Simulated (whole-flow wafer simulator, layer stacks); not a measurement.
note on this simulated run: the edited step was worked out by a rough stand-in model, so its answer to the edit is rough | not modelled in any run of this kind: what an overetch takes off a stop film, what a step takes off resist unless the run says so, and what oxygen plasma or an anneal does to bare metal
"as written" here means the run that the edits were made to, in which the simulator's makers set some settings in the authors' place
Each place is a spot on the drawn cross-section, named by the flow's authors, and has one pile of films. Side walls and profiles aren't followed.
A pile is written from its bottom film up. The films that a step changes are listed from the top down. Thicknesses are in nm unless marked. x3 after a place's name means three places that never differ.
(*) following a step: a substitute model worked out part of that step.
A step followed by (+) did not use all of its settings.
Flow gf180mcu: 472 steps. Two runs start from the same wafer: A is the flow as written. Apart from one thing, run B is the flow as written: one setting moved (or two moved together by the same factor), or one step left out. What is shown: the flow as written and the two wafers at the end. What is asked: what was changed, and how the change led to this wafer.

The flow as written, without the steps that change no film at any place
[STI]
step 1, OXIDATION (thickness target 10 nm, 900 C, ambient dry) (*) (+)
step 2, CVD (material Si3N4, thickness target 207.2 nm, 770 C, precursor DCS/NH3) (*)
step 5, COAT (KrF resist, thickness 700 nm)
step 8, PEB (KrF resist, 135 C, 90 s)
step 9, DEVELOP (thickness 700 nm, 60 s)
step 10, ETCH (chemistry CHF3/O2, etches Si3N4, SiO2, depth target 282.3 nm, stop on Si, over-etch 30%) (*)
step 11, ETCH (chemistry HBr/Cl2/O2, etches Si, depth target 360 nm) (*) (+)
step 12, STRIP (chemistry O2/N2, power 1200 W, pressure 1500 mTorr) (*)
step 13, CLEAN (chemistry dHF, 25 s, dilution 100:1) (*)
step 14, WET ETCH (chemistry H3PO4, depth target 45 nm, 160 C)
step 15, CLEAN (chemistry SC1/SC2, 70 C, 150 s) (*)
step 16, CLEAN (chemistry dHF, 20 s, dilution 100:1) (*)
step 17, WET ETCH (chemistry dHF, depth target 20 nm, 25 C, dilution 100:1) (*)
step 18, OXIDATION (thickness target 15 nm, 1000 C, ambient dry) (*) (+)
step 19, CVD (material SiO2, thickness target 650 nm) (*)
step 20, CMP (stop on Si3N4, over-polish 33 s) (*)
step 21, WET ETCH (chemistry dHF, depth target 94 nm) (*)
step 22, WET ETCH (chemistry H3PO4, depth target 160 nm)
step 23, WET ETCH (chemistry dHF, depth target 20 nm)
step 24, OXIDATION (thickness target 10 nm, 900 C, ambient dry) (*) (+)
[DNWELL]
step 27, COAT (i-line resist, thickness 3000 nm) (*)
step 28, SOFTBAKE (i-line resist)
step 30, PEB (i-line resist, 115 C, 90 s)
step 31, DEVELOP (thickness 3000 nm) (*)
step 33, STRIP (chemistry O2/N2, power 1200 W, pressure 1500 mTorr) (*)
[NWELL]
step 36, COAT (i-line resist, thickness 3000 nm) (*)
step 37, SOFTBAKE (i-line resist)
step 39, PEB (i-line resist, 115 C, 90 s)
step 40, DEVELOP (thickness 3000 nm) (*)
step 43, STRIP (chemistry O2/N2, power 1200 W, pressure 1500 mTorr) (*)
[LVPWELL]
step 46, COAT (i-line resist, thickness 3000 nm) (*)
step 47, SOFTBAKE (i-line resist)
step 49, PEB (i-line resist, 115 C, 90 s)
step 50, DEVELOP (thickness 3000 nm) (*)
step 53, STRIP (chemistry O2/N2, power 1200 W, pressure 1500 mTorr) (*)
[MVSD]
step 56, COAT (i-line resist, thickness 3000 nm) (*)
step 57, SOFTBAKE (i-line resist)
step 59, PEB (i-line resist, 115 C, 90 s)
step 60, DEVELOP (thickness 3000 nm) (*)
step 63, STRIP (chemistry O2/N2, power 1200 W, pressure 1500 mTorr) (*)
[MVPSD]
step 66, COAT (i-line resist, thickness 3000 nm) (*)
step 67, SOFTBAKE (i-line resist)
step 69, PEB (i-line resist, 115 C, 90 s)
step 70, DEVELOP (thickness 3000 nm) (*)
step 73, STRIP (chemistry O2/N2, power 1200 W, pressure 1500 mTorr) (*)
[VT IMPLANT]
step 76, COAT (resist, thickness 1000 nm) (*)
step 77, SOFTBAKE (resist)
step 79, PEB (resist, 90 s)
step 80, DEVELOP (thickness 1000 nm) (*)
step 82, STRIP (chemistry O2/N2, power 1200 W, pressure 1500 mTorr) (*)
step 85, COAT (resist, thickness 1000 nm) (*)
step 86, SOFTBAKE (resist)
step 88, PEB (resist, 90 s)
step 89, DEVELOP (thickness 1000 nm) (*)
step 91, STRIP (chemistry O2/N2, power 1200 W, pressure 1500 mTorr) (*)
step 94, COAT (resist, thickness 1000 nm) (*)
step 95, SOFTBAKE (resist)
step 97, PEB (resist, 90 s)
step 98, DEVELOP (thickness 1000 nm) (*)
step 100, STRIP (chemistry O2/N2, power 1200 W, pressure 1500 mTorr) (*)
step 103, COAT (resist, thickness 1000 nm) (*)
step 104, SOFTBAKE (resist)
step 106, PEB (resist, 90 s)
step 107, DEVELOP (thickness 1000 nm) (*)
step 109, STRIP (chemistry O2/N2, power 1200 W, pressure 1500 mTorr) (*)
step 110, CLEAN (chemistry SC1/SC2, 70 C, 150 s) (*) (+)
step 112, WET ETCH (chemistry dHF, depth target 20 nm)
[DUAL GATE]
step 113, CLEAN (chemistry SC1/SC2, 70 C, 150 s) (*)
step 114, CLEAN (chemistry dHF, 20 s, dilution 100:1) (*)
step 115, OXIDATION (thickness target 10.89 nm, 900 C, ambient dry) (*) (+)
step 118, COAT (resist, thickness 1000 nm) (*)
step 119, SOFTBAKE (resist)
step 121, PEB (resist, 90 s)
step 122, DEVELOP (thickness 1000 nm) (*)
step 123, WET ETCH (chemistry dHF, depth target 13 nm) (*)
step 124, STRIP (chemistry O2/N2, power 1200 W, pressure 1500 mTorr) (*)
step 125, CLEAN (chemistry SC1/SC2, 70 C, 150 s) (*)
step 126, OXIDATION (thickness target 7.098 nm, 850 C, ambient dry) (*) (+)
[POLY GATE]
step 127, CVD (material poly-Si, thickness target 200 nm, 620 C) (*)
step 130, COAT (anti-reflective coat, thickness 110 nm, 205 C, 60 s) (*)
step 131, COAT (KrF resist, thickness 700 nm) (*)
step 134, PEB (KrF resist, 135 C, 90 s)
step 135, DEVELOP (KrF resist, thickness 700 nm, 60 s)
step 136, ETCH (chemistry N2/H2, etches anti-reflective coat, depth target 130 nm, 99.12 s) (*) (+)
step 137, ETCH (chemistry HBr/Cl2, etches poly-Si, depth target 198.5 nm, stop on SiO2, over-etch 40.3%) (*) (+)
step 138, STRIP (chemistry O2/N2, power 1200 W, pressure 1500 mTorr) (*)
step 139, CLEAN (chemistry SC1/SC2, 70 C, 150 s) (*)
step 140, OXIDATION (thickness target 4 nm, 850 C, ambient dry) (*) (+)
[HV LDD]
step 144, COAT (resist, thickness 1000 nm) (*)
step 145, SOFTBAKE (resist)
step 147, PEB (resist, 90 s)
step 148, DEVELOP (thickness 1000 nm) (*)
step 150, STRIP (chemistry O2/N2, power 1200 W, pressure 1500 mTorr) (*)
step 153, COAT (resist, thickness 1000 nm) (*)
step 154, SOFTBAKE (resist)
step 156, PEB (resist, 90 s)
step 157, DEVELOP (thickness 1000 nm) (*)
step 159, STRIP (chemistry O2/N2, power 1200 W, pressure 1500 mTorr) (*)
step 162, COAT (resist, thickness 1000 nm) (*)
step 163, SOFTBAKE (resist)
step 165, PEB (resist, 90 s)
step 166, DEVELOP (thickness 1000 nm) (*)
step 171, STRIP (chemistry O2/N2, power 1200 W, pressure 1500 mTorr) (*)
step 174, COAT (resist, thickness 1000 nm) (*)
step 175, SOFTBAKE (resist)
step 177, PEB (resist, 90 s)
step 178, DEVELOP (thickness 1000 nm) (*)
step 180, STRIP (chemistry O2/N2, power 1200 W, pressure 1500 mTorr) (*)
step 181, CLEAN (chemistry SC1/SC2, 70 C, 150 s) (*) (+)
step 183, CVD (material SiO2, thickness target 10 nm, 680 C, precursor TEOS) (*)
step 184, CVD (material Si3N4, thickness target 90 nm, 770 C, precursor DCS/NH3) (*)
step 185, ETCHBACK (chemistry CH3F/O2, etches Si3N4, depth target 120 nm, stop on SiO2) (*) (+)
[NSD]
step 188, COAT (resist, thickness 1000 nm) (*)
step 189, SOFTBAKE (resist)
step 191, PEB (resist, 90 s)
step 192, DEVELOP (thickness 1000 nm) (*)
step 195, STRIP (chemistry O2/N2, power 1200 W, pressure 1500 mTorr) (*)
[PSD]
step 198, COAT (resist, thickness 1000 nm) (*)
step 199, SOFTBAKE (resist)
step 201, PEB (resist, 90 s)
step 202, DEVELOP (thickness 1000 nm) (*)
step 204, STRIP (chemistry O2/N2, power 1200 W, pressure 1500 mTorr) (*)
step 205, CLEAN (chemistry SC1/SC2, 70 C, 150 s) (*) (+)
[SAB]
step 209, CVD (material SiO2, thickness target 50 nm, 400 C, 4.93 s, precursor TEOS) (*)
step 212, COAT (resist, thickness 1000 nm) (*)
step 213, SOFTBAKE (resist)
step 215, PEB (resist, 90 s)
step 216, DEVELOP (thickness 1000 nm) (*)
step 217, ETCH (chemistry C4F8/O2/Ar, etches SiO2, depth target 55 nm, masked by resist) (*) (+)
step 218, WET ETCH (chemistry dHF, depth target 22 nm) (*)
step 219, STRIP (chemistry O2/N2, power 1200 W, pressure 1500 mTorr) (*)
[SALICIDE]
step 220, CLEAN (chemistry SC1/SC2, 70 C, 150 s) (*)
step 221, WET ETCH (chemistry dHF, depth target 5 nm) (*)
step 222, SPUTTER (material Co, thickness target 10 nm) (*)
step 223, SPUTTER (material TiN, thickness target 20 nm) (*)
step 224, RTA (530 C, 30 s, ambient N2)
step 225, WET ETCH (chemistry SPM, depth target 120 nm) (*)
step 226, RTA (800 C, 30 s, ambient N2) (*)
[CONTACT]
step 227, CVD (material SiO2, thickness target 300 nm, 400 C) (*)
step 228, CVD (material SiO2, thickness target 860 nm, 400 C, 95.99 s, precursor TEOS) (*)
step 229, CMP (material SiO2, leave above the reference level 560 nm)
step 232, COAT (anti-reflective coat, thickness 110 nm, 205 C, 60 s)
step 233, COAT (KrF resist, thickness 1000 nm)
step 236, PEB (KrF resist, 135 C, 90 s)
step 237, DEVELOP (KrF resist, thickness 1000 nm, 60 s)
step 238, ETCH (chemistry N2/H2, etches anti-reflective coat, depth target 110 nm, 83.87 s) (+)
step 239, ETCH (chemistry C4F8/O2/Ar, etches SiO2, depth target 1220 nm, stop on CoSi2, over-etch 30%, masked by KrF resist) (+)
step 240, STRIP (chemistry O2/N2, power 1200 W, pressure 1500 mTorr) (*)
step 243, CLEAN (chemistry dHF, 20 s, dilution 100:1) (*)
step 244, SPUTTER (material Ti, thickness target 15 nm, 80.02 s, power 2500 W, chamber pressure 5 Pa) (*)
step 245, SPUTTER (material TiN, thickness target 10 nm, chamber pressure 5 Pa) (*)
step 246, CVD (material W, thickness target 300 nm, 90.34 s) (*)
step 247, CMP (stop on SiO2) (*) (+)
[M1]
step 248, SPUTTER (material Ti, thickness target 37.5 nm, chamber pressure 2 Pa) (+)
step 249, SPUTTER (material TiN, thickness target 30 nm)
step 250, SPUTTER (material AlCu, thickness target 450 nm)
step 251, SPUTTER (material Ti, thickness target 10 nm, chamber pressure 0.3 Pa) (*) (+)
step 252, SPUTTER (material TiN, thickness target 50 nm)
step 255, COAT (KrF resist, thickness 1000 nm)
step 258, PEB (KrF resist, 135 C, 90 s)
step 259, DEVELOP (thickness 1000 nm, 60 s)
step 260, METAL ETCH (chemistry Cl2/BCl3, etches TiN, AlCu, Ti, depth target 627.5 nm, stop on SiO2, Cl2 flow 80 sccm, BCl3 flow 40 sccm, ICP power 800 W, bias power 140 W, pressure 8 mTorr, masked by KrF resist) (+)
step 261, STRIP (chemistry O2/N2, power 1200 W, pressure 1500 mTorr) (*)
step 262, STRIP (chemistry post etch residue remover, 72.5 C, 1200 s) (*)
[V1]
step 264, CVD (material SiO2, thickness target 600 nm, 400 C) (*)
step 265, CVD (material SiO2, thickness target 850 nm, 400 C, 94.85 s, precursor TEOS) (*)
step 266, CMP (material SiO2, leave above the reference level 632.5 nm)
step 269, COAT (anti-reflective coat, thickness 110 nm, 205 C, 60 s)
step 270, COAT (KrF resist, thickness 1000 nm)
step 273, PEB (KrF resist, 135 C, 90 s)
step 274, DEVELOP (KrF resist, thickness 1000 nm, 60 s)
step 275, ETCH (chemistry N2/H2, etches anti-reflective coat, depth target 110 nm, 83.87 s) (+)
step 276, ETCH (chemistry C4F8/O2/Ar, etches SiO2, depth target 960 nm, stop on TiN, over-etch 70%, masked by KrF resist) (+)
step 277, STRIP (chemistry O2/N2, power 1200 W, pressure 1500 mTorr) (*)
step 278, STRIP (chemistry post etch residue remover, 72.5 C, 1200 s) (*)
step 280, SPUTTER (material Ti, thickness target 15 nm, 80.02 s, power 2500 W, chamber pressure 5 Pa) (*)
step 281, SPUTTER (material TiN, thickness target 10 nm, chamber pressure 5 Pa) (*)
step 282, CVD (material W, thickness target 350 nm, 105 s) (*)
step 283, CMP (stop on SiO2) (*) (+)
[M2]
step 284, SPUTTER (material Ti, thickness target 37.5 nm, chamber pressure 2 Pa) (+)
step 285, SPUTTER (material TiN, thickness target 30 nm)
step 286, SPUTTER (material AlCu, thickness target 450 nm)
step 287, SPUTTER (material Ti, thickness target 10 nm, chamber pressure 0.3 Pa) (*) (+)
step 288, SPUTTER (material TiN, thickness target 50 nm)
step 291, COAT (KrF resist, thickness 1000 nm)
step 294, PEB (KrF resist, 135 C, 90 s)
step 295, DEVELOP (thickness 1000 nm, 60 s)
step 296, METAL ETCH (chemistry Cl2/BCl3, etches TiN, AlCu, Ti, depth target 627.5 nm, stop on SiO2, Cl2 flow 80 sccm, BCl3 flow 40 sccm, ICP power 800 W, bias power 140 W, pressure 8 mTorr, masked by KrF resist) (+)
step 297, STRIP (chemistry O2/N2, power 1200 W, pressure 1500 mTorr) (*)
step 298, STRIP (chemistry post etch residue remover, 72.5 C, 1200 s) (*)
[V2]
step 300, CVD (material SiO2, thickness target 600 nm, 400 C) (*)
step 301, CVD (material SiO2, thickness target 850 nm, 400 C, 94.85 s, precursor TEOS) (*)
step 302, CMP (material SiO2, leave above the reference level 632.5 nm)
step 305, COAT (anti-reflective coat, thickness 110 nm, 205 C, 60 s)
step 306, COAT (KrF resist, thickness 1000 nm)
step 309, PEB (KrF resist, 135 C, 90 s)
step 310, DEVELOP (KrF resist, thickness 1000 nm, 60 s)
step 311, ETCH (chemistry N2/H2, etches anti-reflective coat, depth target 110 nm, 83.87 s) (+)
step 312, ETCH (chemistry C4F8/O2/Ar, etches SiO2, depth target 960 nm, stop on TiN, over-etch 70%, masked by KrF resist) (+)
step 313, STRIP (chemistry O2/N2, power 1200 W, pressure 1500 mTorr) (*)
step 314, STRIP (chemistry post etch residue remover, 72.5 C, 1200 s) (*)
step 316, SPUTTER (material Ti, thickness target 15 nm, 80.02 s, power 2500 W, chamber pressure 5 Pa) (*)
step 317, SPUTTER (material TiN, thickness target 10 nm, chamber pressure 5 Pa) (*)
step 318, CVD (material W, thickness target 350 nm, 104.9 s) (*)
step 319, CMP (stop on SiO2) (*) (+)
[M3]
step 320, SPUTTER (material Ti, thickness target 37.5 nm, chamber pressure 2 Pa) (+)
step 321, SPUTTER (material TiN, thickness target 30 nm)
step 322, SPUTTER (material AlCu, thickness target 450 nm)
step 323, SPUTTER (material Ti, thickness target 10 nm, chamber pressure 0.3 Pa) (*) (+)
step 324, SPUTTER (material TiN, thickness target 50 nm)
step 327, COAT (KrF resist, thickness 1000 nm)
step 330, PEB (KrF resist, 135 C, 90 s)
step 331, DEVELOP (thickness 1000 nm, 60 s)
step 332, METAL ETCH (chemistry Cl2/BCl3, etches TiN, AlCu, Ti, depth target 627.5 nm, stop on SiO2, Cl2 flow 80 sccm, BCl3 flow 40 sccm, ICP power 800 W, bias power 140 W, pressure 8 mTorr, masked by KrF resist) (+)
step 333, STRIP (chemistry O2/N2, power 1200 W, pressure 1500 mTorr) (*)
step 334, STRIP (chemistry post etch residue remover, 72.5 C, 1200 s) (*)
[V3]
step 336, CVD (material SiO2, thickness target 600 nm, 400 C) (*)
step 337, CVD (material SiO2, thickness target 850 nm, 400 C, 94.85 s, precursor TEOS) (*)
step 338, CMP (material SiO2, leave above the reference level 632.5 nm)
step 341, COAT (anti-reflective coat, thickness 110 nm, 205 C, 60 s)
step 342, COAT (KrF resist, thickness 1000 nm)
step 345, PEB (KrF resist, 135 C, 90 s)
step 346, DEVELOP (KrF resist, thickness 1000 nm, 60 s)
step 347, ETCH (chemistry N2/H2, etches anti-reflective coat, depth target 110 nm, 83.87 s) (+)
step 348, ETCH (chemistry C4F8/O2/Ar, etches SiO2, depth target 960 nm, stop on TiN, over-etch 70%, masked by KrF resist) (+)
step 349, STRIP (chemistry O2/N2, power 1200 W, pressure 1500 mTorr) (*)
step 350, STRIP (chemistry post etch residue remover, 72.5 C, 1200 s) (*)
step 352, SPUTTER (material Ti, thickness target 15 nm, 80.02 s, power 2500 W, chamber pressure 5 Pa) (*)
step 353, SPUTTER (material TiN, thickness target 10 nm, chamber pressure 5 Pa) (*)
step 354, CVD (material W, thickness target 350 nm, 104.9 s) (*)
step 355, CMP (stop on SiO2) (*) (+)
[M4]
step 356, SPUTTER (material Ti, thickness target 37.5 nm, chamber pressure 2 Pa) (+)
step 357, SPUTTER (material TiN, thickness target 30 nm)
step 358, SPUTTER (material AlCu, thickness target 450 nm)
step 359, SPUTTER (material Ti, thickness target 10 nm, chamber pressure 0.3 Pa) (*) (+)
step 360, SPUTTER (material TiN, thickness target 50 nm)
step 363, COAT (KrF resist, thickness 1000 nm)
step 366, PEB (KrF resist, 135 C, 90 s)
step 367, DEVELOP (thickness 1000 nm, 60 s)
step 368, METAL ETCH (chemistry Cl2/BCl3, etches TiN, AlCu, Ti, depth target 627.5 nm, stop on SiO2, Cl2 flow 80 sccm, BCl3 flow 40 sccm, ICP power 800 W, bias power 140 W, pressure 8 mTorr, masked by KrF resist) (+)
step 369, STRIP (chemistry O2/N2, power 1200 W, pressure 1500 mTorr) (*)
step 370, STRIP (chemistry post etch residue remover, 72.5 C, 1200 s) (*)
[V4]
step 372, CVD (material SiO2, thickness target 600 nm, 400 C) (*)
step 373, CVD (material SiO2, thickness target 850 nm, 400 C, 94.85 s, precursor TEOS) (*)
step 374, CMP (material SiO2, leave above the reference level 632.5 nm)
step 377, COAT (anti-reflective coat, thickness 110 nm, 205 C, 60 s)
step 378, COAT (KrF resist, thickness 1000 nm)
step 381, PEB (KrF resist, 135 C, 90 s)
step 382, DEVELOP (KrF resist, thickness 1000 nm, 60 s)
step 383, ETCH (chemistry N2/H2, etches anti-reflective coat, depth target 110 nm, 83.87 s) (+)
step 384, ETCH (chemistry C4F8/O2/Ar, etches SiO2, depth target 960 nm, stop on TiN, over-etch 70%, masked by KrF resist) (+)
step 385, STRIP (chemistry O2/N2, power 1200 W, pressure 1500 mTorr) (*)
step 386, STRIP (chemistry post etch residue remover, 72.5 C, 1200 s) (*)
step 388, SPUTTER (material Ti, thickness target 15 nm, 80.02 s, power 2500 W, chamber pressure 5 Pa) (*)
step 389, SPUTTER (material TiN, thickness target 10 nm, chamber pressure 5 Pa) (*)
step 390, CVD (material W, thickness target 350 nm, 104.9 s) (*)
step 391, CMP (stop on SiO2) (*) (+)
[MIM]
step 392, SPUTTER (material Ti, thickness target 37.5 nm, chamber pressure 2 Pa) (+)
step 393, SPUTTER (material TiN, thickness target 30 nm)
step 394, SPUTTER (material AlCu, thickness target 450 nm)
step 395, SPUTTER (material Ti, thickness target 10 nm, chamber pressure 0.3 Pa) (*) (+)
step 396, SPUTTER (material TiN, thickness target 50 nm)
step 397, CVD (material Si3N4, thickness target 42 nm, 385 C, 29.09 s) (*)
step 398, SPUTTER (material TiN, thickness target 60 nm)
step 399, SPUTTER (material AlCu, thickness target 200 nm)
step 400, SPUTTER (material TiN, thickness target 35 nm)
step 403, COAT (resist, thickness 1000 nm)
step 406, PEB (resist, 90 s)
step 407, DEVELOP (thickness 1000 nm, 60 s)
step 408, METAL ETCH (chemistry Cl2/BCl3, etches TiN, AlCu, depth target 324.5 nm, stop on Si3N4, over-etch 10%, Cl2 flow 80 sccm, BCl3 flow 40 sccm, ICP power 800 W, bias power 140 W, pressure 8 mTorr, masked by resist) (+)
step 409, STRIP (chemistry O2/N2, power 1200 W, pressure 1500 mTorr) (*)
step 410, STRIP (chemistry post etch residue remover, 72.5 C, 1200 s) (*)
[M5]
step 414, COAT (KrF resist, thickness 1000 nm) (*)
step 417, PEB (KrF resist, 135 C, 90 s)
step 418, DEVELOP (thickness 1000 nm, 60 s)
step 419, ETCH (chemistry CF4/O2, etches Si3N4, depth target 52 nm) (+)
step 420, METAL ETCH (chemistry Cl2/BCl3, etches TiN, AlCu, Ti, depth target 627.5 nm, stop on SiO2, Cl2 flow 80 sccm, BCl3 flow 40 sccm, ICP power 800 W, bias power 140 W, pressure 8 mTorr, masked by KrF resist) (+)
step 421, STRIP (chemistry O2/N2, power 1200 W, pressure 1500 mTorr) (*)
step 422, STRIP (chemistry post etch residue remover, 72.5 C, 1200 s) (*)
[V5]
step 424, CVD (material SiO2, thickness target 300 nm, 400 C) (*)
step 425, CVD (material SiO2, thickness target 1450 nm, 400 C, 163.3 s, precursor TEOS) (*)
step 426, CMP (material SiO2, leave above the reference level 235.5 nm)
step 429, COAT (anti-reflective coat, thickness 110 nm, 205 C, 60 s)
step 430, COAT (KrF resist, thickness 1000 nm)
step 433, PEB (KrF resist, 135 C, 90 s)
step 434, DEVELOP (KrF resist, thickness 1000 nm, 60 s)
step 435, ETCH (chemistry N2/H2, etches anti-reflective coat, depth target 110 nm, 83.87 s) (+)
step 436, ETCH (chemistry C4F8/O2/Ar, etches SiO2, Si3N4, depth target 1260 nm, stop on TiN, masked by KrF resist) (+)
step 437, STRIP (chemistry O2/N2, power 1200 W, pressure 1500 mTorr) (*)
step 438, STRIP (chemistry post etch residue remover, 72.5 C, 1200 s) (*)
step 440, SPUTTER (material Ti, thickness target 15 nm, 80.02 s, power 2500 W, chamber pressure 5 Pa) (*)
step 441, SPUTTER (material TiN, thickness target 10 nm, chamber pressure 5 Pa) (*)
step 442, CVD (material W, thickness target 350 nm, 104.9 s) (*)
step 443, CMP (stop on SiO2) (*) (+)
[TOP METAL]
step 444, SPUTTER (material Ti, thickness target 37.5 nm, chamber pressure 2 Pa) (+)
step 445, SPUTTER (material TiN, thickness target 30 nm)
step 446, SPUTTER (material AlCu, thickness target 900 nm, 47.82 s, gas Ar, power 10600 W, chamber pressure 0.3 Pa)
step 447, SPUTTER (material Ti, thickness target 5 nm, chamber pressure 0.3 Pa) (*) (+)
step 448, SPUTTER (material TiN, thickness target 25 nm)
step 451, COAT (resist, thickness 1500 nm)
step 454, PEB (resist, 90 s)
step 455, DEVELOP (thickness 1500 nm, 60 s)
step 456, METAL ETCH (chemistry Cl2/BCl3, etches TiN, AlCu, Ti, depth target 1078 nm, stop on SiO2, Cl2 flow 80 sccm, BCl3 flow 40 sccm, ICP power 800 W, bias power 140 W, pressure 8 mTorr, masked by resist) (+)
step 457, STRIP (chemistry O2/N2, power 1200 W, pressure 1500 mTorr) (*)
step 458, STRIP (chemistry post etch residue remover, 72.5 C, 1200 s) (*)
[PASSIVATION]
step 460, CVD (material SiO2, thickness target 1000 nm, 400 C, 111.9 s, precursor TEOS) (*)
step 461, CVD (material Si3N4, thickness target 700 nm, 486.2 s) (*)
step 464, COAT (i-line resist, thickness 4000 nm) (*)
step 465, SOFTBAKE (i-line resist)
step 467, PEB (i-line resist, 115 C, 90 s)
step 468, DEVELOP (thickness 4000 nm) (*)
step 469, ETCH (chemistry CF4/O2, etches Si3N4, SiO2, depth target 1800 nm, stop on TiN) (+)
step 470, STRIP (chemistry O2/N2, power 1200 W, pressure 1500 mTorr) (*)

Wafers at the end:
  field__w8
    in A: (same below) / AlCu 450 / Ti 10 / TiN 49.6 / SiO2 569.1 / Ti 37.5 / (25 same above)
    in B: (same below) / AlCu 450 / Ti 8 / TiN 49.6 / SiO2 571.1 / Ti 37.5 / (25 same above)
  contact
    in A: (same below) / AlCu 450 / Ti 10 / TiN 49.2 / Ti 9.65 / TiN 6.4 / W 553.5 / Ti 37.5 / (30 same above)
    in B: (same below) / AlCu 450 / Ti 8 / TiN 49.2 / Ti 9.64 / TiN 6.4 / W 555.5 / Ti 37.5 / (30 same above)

Cause: step 287, SPUTTER: thickness target 8 nm was run, whereas the flow has thickness target 10 nm.
The wafer itself shows it: field__w8 has Ti 8, and step 287 as written asks for 10 nm.

Step by step, how the change led to this:
  step 287, SPUTTER (material Ti, thickness target 10 nm, chamber pressure 0.3 Pa) (*) (+)
      field, field__w1, field__w2 and 108 more: A +10 Ti (new film) | B +8 Ti (new film)
  step 296, METAL ETCH (chemistry Cl2/BCl3, etches TiN, AlCu, Ti, depth target 627.5 nm, stop on SiO2, Cl2 flow 80 sccm, BCl3 flow 40 sccm, ICP power 800 W, bias power 140 W, pressure 8 mTorr, masked by KrF resist) (+)
      field, field__w1, field__w2 and 103 more: A -50 TiN (all of it), -10 Ti (all of it), -450 AlCu (all of it), -30 TiN (all of it), -37.5 Ti (all of it) | B -50 TiN (all of it), -8 Ti (all of it), -450 AlCu (all of it), -30 TiN (all of it), -37.5 Ti (all of it)
